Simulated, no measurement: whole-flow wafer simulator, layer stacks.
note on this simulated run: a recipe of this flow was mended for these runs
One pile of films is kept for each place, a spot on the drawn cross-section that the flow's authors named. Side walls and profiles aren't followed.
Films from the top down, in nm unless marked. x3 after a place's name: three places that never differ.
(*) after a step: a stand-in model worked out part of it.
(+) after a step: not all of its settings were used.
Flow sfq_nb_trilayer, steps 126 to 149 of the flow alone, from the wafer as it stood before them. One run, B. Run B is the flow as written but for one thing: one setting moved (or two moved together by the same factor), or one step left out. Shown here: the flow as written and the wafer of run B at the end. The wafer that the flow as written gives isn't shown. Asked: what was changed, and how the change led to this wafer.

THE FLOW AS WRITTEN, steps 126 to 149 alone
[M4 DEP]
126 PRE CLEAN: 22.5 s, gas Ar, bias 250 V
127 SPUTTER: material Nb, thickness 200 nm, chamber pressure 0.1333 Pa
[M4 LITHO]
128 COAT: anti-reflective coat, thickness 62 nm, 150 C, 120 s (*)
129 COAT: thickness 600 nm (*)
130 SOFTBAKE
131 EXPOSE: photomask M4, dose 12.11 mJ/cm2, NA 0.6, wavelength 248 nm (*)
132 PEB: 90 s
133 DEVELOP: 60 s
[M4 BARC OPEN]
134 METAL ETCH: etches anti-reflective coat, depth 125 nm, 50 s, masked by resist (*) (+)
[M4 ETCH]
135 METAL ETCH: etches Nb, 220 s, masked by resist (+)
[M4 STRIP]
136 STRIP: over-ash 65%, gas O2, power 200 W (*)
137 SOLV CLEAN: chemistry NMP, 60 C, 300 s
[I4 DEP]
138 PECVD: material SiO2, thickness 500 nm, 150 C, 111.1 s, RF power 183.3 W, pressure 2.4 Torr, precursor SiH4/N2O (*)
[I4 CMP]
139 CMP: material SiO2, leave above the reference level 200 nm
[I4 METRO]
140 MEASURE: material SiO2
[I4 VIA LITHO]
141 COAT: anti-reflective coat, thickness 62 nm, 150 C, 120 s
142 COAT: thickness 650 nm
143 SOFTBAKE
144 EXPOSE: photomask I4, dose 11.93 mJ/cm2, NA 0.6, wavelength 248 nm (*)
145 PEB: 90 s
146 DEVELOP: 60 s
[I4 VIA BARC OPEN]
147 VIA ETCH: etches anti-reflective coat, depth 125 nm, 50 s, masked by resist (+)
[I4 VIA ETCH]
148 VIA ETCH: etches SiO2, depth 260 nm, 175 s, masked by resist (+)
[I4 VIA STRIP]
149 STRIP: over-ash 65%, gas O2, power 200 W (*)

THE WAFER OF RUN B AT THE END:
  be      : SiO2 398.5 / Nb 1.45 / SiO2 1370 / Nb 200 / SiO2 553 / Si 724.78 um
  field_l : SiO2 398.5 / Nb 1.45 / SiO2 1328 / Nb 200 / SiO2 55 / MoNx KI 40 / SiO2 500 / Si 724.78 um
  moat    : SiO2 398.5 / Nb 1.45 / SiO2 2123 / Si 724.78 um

The cause: step 135, METAL ETCH: 182 s was run, where the flow has 220 s.

How the change led to this, step by step:
  135 METAL ETCH: etches Nb, 220 s, masked by resist (+)
      field_l, be, be_sur and 64 more: Nb -198.5 (as written it would be: Nb -200 (all of it), SiO2 -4)
      v_sur, via_wl, via_w and 36 more: KrF-resist-other-grade -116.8 (as written it would be: KrF-resist-other-grade -141.2)
  136 STRIP: over-ash 65%, gas O2, power 200 W (*)
      p4_fl x5, p4_w1 x9, wl_j_sl x15: KrF-resist-other-grade -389 (all of it), anti-reflective coat -62 (all of it) (as written it would be: KrF-resist-other-grade -364.6 (all of it), anti-reflective coat -62 (all of it))
      ln_m5, lsp_m: KrF-resist-other-grade -388.4 (all of it), anti-reflective coat -62.3 (all of it) (as written it would be: KrF-resist-other-grade -364 (all of it), anti-reflective coat -62.3 (all of it))
      (and at 8 more places)
  138 PECVD: material SiO2, thickness 500 nm, 150 C, 111.1 s, RF power 183.3 W, pressure 2.4 Torr, precursor SiH4/N2O (*)
      field_l, be, be_sur and 55 more: SiO2 +500 (new film) (as written it would be: SiO2 +500)
      p3_s0 x6: SiO2 +555.6 (new film) (as written it would be: SiO2 +561.1)
      (and at 3 more places)
  139 CMP: material SiO2, leave above the reference level 200 nm
      field_l, be, be_sur and 55 more: SiO2 -101.5 (as written it would be: SiO2 -96)
      lsp_r, l0_sur, l0v: SiO2 -93.4 (as written it would be: SiO2 -87.7)
Counting metal films that touch as one body, be has 2 bodies (between them, from the top down: SiO2 1370); the flow as written gives 1 body.
Counting metal films that touch as one body, field_l has 3 bodies (between them, from the top down: SiO2 1328; SiO2 55); the flow as written gives 2 bodies (between them, from the top down: SiO2 55).
Counting metal films that touch as one body, moat has 1 body; the flow as written gives 0 bodies.
